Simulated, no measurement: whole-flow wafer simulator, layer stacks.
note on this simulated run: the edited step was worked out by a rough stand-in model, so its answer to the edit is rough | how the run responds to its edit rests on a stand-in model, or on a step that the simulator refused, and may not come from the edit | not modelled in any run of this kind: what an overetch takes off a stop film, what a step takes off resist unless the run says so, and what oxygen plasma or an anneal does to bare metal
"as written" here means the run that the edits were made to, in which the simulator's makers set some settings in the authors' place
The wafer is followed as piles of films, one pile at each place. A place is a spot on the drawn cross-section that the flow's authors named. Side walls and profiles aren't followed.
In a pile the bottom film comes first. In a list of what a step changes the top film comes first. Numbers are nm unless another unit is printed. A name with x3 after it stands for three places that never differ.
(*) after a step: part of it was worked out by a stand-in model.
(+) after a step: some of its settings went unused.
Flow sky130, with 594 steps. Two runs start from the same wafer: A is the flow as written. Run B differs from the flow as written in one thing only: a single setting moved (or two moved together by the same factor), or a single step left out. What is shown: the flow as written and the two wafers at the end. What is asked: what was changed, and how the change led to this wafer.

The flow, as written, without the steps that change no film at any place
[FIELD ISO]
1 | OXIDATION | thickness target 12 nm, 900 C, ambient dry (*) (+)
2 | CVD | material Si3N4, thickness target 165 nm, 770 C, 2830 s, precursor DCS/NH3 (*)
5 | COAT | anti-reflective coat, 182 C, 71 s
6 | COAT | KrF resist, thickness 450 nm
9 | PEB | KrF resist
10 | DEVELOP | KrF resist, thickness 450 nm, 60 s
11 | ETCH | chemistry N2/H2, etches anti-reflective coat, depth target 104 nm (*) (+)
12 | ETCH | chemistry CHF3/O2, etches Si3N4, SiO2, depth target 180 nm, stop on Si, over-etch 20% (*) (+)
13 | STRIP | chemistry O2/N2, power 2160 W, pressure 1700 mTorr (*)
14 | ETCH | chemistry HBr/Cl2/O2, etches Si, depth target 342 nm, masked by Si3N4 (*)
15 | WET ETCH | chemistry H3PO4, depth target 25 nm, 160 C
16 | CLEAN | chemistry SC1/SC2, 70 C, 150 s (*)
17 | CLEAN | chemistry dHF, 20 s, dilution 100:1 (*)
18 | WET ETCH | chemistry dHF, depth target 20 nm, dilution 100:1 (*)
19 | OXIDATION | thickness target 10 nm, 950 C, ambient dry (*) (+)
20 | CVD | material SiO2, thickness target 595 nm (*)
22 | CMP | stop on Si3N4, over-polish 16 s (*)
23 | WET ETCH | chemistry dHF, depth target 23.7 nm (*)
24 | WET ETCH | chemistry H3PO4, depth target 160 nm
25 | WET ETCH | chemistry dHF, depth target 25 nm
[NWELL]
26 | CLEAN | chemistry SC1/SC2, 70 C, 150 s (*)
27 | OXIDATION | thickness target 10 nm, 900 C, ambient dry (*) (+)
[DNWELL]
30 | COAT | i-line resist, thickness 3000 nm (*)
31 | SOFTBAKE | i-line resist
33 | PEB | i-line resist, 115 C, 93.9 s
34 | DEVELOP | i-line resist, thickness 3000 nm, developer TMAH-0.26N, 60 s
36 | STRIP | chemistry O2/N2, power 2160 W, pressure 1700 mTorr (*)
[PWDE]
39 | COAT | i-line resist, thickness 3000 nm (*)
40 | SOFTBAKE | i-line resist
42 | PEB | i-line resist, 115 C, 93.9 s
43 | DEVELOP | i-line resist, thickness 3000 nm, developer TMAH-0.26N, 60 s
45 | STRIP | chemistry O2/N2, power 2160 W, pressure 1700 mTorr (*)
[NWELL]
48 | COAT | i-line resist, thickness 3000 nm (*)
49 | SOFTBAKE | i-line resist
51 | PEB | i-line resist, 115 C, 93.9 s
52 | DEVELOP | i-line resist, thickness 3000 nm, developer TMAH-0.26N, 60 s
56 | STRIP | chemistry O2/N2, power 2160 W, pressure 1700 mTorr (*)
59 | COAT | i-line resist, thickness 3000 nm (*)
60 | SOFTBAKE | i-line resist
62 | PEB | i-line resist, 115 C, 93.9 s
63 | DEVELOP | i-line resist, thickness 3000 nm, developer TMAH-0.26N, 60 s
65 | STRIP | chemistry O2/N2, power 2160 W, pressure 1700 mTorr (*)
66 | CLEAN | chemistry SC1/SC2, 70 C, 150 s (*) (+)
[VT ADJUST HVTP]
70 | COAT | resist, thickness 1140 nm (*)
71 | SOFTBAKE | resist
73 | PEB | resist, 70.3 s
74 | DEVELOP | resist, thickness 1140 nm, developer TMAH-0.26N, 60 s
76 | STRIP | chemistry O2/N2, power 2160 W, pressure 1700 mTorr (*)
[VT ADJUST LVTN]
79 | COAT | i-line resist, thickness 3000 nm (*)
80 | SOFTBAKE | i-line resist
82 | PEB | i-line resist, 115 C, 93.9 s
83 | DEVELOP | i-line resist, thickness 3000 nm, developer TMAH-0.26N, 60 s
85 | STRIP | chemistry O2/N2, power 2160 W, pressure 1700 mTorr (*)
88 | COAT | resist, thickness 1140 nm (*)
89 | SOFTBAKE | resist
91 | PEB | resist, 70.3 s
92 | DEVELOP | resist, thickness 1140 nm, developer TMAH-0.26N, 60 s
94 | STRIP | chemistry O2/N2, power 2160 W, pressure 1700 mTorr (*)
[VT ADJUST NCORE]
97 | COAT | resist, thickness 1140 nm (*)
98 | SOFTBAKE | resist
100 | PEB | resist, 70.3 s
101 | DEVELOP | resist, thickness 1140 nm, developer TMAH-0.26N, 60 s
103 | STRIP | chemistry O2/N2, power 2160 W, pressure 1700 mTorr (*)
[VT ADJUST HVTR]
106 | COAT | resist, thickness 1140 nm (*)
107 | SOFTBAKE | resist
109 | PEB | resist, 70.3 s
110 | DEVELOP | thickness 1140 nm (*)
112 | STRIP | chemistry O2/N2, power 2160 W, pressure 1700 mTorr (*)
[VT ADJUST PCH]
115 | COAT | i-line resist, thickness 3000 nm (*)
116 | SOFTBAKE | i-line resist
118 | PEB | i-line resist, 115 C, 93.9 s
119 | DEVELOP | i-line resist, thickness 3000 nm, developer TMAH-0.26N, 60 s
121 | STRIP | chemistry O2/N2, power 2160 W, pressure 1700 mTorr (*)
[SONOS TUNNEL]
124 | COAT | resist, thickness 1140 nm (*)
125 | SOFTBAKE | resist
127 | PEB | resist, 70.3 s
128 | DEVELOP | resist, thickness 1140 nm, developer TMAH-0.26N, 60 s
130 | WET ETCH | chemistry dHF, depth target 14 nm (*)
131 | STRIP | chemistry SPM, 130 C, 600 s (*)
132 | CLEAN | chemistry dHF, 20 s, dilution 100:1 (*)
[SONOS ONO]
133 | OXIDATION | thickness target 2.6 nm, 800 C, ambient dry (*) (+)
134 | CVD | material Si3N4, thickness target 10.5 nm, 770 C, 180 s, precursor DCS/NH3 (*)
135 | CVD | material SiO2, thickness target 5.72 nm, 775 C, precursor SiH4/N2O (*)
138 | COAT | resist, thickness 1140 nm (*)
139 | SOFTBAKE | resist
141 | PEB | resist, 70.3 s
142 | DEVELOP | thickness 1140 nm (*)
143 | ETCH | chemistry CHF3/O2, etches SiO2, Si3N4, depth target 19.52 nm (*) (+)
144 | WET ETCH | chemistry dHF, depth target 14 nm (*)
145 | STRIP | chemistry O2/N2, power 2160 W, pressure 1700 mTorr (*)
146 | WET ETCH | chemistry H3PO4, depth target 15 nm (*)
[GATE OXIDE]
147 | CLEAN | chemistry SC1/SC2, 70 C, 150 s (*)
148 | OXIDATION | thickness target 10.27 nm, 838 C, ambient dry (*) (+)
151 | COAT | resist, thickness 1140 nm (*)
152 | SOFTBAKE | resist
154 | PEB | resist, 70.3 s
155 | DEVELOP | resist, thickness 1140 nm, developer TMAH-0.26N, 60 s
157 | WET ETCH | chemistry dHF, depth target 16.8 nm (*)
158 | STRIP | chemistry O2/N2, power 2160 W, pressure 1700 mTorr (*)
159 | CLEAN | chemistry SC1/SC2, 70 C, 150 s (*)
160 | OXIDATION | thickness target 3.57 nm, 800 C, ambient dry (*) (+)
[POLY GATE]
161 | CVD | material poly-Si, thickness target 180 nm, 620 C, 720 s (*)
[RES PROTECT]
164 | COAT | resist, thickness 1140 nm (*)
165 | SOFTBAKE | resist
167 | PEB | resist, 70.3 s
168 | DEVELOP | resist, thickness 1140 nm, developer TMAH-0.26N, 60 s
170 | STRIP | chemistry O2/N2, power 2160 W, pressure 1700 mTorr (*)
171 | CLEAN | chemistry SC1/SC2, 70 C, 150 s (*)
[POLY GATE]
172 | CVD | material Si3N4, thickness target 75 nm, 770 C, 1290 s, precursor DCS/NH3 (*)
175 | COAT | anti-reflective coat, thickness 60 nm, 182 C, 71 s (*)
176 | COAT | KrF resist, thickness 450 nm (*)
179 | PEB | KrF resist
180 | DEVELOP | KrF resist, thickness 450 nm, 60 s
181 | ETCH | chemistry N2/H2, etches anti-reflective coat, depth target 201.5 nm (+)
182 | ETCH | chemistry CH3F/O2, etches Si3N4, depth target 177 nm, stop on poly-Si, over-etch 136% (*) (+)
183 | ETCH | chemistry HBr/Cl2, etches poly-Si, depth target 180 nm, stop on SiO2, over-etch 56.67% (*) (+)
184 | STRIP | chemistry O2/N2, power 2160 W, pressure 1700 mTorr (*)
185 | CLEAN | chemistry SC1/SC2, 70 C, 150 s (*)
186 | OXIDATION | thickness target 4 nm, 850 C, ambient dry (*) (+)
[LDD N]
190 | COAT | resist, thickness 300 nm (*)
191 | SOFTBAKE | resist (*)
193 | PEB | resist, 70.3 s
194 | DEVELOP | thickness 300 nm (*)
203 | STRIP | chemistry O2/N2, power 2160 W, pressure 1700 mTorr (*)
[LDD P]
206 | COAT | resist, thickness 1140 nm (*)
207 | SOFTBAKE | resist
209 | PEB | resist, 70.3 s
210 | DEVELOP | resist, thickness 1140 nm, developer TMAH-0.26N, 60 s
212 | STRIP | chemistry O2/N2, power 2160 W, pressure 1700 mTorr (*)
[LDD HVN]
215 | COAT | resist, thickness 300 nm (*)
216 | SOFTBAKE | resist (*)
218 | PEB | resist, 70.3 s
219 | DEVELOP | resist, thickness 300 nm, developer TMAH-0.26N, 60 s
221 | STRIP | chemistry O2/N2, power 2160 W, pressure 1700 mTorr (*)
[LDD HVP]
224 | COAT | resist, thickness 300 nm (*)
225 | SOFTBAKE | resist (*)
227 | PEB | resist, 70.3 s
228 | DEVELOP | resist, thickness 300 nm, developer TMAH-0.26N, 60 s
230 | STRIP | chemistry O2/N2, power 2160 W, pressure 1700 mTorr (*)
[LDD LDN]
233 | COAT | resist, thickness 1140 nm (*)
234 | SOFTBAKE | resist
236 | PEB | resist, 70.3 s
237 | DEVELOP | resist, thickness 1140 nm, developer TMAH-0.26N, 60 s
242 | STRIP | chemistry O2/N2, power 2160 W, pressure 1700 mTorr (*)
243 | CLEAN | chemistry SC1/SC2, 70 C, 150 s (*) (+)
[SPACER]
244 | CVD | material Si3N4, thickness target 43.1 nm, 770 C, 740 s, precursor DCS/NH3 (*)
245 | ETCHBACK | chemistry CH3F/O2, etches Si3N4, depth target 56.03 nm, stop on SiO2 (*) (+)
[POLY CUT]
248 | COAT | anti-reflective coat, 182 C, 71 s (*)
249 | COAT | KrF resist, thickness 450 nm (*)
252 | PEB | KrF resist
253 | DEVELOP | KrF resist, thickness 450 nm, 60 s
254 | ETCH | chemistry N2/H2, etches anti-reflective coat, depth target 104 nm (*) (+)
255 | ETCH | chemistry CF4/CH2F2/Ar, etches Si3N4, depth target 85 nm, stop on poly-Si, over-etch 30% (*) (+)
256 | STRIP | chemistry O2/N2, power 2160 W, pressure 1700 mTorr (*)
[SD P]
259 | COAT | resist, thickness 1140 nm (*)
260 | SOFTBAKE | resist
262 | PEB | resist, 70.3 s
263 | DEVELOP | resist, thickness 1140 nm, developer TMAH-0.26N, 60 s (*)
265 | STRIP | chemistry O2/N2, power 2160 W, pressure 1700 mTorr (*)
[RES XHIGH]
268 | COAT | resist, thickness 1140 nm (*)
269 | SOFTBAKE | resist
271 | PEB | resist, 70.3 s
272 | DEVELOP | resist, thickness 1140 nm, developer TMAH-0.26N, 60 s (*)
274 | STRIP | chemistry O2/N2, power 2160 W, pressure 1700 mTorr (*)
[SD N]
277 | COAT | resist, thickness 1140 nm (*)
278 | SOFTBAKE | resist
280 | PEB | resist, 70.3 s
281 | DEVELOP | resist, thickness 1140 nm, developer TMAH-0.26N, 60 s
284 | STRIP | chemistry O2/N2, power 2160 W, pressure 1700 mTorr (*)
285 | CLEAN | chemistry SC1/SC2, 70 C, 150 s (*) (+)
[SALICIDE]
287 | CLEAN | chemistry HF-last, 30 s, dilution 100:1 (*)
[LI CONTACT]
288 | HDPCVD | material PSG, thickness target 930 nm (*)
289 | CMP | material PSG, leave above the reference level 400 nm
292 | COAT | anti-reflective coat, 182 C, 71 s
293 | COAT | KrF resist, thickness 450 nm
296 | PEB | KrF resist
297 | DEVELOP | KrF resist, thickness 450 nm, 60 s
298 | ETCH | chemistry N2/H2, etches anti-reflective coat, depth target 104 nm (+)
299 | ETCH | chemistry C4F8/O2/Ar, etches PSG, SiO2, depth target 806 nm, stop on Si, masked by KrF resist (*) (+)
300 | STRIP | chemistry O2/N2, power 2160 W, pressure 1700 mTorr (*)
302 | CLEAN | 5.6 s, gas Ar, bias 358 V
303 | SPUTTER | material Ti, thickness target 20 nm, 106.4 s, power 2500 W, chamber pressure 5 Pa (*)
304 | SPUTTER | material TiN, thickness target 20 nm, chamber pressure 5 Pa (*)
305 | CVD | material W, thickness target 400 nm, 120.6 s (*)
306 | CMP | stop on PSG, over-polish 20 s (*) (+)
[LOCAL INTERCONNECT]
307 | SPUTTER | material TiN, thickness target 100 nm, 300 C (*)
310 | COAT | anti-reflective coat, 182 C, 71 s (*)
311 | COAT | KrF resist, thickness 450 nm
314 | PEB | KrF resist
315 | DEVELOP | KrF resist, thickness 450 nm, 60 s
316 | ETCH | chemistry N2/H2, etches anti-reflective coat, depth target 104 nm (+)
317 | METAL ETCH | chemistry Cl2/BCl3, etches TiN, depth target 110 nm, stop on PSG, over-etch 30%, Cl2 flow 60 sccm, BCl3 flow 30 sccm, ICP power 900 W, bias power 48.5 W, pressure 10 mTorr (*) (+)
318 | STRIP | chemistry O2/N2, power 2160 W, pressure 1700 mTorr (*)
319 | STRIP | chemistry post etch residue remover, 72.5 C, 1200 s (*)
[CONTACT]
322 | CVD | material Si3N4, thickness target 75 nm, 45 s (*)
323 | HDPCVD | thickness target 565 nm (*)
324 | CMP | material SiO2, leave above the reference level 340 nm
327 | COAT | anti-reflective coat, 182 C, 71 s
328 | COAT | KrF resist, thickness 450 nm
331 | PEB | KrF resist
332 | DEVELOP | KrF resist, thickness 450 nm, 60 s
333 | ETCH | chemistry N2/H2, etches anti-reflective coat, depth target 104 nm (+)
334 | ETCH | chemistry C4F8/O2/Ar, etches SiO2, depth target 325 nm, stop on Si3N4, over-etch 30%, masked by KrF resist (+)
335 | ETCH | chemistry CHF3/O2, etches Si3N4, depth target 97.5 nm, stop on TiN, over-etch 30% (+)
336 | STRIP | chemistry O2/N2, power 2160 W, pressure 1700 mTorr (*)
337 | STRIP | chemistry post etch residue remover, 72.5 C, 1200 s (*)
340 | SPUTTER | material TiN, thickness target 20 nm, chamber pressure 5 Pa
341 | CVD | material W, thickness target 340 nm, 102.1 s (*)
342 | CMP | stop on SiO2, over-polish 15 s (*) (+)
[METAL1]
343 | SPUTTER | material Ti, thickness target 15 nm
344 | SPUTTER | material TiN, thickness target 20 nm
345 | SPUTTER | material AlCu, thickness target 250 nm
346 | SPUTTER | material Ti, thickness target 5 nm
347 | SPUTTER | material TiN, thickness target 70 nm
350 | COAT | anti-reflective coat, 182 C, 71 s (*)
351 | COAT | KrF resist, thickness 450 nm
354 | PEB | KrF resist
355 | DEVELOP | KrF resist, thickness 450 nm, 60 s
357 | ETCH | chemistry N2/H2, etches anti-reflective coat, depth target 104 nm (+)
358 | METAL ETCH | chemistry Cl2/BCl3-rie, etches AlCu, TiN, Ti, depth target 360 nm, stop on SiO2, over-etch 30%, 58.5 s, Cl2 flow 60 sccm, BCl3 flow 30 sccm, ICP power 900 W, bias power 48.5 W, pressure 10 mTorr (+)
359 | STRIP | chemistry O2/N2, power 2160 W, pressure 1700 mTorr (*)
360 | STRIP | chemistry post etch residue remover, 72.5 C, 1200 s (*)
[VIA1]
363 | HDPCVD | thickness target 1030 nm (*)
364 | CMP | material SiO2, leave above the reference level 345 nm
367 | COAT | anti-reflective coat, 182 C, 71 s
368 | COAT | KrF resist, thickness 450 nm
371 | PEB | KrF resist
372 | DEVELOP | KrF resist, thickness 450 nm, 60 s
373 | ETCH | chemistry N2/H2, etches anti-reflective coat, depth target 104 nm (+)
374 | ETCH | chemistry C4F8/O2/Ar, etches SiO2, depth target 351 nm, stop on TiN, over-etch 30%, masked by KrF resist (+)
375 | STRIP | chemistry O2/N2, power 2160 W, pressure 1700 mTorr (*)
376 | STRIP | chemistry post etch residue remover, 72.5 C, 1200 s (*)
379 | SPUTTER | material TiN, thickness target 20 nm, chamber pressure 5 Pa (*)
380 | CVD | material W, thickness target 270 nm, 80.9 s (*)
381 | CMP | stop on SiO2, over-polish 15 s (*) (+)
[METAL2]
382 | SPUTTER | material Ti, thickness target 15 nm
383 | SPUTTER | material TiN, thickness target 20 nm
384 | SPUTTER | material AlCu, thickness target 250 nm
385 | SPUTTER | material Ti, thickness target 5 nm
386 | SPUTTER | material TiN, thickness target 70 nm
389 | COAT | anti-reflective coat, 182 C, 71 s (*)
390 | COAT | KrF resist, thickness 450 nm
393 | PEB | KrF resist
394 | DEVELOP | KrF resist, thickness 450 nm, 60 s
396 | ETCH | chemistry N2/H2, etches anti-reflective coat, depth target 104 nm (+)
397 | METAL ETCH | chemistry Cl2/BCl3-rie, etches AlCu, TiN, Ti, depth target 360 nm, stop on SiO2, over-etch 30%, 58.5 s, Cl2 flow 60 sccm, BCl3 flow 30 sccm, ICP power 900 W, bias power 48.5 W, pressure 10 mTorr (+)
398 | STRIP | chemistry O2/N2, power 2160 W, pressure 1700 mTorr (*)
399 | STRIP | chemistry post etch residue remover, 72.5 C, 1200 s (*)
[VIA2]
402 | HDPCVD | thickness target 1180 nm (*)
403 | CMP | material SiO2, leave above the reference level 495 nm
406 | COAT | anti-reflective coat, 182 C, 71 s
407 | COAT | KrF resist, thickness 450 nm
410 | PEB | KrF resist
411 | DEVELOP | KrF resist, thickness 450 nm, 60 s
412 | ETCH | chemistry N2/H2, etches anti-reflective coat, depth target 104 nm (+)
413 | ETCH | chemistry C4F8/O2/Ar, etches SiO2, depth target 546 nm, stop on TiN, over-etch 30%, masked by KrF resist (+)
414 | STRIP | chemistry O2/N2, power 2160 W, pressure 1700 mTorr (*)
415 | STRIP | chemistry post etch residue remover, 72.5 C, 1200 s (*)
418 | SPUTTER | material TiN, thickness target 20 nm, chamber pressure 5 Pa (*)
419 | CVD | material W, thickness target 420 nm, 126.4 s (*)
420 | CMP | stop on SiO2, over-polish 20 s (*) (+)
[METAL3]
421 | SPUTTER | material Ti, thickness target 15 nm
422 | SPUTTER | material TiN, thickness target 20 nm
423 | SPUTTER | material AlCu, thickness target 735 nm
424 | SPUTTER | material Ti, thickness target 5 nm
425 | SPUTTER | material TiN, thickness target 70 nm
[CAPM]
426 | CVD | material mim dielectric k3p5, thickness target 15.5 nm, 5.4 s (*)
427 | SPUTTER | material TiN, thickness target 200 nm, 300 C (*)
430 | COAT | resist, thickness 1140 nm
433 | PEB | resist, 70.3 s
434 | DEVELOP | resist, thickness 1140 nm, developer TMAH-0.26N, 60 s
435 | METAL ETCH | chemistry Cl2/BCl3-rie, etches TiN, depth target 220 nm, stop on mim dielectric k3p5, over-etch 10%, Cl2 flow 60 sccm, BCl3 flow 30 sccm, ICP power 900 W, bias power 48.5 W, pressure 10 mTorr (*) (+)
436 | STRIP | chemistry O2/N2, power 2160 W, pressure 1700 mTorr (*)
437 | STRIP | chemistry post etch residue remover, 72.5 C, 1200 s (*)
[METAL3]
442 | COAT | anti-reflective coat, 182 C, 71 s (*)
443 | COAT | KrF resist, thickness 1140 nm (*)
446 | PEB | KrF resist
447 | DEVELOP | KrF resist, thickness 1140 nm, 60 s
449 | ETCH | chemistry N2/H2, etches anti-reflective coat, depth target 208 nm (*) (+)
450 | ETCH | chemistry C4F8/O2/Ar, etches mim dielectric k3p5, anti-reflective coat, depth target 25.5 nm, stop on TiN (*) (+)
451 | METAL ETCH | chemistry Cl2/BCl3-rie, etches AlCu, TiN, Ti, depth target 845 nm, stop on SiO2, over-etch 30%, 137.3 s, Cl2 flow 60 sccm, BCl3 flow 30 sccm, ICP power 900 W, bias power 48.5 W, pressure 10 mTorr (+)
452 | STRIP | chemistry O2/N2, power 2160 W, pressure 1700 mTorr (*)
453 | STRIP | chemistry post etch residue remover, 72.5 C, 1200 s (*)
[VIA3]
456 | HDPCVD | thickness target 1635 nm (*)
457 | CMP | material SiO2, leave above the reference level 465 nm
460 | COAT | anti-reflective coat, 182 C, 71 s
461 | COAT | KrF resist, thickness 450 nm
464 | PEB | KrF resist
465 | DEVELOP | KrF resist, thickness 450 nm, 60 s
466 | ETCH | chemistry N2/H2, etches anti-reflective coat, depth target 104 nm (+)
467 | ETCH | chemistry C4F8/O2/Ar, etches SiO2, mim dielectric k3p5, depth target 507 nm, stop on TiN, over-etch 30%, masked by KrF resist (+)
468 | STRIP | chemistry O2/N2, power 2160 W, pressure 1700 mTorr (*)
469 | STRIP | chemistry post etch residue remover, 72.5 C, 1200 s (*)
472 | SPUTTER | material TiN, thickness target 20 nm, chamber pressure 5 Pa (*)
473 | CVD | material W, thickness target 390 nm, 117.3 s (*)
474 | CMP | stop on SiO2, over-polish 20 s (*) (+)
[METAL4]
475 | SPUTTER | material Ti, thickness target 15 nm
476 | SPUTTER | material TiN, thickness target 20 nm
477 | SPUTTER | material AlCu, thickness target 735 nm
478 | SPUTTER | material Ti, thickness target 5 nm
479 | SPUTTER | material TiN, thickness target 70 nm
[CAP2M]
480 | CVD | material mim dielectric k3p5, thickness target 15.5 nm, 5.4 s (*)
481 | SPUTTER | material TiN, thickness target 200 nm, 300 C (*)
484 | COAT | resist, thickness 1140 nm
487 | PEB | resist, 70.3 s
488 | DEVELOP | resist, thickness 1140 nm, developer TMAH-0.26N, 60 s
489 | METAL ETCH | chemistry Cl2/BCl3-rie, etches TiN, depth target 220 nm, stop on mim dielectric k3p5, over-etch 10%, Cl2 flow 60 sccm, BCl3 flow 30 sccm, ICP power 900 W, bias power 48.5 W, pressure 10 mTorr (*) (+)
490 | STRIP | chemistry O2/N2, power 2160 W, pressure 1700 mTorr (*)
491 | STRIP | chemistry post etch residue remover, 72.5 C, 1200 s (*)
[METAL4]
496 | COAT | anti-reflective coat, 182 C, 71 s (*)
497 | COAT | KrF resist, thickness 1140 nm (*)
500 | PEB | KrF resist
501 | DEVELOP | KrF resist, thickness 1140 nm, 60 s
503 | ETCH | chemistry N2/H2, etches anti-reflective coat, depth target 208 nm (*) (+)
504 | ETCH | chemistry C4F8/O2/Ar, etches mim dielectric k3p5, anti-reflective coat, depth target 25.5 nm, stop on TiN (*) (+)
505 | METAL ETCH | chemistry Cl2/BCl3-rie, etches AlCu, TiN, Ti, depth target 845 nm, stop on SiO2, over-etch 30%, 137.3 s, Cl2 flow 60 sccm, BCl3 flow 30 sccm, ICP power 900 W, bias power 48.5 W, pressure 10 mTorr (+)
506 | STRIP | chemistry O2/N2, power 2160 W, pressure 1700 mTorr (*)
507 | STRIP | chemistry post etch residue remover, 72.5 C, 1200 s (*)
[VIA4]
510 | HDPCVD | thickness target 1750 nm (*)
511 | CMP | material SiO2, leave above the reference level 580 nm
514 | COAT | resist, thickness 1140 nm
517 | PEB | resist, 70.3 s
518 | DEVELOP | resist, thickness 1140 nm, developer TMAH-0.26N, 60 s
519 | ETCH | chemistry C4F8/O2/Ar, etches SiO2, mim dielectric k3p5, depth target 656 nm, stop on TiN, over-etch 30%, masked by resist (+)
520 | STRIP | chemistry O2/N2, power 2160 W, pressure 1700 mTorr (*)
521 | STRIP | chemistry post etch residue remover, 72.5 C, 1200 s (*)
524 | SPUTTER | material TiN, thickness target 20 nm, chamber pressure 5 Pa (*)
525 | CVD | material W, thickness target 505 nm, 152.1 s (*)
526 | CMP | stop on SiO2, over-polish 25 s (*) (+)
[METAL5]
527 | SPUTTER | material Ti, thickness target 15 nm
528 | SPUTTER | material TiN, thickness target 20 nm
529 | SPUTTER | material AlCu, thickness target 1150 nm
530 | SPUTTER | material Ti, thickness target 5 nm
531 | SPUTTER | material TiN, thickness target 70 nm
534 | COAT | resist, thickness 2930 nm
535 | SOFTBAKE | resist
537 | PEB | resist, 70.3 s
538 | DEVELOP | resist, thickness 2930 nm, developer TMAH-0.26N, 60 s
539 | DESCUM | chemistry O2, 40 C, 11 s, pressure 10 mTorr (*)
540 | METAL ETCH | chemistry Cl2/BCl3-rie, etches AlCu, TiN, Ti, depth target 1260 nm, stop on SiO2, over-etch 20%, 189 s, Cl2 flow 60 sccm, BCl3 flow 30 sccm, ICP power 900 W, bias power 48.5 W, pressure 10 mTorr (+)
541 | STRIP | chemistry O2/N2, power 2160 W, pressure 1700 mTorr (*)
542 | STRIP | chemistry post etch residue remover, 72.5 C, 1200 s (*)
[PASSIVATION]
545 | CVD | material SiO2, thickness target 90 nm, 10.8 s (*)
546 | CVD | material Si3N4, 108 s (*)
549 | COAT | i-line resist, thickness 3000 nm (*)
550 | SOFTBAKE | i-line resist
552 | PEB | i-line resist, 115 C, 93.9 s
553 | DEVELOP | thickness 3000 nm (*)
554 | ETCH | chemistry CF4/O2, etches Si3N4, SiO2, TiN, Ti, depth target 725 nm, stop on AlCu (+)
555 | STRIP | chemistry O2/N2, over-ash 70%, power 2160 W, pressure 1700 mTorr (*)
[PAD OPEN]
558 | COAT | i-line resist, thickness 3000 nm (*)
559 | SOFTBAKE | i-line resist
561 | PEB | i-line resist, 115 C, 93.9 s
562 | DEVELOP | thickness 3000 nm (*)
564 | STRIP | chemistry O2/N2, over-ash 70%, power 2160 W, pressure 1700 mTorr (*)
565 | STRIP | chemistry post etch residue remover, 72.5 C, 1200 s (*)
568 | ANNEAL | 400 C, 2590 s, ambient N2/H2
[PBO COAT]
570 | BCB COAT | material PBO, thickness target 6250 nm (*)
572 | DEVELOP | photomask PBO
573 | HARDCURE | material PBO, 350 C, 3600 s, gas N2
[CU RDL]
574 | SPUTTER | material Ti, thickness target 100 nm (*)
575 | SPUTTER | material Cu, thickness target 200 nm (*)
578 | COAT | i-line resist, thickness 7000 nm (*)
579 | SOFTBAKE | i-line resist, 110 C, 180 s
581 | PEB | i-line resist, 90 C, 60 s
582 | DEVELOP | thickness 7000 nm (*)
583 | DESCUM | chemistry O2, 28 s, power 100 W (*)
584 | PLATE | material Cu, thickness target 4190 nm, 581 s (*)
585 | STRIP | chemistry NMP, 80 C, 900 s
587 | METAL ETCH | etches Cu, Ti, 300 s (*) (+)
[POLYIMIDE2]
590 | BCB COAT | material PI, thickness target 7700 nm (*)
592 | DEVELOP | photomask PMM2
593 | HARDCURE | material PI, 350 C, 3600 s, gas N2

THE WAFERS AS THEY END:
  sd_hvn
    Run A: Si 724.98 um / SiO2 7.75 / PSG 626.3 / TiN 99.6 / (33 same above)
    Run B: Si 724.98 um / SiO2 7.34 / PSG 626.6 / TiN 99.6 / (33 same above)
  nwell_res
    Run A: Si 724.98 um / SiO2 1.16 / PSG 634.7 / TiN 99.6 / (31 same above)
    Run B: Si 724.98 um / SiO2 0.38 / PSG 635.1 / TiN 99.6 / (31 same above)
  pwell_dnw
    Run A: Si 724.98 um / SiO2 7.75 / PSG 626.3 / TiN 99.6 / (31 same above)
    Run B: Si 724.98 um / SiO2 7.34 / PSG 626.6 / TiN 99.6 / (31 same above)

What caused this: step 186, OXIDATION: 808 C was run, though the flow has 850 C.

Step by step, how the change led to this:
  186 | OXIDATION | thickness target 4 nm, 850 C, ambient dry (*) (+)
      active, p_well, spacer and 26 more: A +1.55 SiO2, -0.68 Si | B +0.77 SiO2, -0.34 Si
      ndiff_dn: A +1.52 SiO2, -0.67 Si | B +0.75 SiO2, -0.33 Si
  299 | ETCH | chemistry C4F8/O2/Ar, etches PSG, SiO2, depth target 806 nm, stop on Si, masked by KrF resist (*) (+)
      contact, ndiff_licon, ndiff_licon_cpp: A -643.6 PSG (all of it), -1.16 SiO2 (all of it) | B -644 PSG (all of it), -0.38 SiO2 (all of it)
